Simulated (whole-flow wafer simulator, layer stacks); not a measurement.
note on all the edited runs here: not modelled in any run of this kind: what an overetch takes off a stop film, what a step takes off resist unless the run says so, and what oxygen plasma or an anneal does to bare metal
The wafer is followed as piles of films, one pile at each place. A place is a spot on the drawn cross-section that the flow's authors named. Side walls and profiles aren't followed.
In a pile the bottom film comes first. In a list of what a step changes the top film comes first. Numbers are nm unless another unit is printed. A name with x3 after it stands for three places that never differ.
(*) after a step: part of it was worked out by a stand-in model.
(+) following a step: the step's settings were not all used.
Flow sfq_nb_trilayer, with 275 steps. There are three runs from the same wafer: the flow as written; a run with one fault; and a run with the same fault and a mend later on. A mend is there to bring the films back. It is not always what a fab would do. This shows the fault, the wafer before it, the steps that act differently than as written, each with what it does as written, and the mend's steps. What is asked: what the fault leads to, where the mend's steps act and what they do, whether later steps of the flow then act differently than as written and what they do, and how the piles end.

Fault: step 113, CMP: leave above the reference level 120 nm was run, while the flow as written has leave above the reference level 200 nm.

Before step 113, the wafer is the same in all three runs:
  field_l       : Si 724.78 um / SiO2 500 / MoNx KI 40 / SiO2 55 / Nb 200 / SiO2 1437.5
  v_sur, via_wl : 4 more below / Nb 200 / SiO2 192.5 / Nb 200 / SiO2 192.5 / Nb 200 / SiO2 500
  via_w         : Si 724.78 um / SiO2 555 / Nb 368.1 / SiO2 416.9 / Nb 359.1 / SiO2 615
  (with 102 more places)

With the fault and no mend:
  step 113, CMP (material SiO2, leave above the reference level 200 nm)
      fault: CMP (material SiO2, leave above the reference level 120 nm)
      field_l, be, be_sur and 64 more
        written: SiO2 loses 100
        fault: SiO2 loses 180
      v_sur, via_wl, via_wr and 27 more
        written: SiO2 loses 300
        fault: SiO2 loses 380
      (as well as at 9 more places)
  Later steps of the flow acting differently than as written (3 more steps, not shown, differ only slightly: by at most 2% or 0.5 nm, whichever is larger):
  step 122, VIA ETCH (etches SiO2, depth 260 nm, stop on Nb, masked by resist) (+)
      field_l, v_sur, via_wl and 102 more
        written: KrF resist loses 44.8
        fault: KrF resist loses 31
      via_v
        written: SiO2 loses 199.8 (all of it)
        fault: SiO2 loses 119.8 (all of it)
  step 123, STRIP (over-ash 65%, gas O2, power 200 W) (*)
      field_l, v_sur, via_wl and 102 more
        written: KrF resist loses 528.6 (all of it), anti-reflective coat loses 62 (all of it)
        fault: KrF resist loses 542.4 (all of it), anti-reflective coat loses 62 (all of it)
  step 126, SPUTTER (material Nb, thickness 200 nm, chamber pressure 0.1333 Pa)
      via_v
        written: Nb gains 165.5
        fault: Nb gains 183.3
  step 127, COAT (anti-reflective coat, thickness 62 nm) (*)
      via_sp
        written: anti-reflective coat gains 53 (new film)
        fault: anti-reflective coat gains 54.8 (new film)
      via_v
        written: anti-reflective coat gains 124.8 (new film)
        fault: anti-reflective coat gains 106.3 (new film)
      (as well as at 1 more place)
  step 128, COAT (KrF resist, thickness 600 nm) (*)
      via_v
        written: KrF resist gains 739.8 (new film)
        fault: KrF resist gains 673.7 (new film)
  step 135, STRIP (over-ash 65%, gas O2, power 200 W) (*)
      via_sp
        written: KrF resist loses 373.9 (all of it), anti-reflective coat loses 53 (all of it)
        fault: KrF resist loses 379.2 (all of it), anti-reflective coat loses 54.8 (all of it)
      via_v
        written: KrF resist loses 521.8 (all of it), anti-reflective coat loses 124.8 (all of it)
        fault: KrF resist loses 455.9 (all of it), anti-reflective coat loses 106.3 (all of it)
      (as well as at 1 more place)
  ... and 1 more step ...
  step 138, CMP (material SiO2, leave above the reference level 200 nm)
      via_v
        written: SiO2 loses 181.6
        fault: SiO2 loses 164.3
  By the end, the piles at field_l, v_sur, via_wl and 103 more depart from the flow's by more than 2% or 0.5 nm, whichever is larger.
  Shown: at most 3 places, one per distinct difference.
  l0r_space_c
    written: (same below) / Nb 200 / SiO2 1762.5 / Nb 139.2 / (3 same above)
    fault: (same below) / Nb 200 / SiO2 1682.5 / Nb 139.2 / (3 same above)
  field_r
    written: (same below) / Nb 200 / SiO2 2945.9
    fault: (same below) / Nb 200 / SiO2 2865.9
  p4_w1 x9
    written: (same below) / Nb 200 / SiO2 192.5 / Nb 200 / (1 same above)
    fault: (same below) / Nb 200 / SiO2 112.5 / Nb 200 / (1 same above)

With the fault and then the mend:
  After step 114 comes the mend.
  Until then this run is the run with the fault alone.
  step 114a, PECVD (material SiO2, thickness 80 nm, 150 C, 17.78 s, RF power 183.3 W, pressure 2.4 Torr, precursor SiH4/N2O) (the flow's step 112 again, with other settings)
      field_l, v_sur, via_wl and 103 more
        SiO2 gains 80
  None of the later steps of the flow acts differently than as written at any place that is followed.
  The piles end the same as the flow's at every place that both follow.
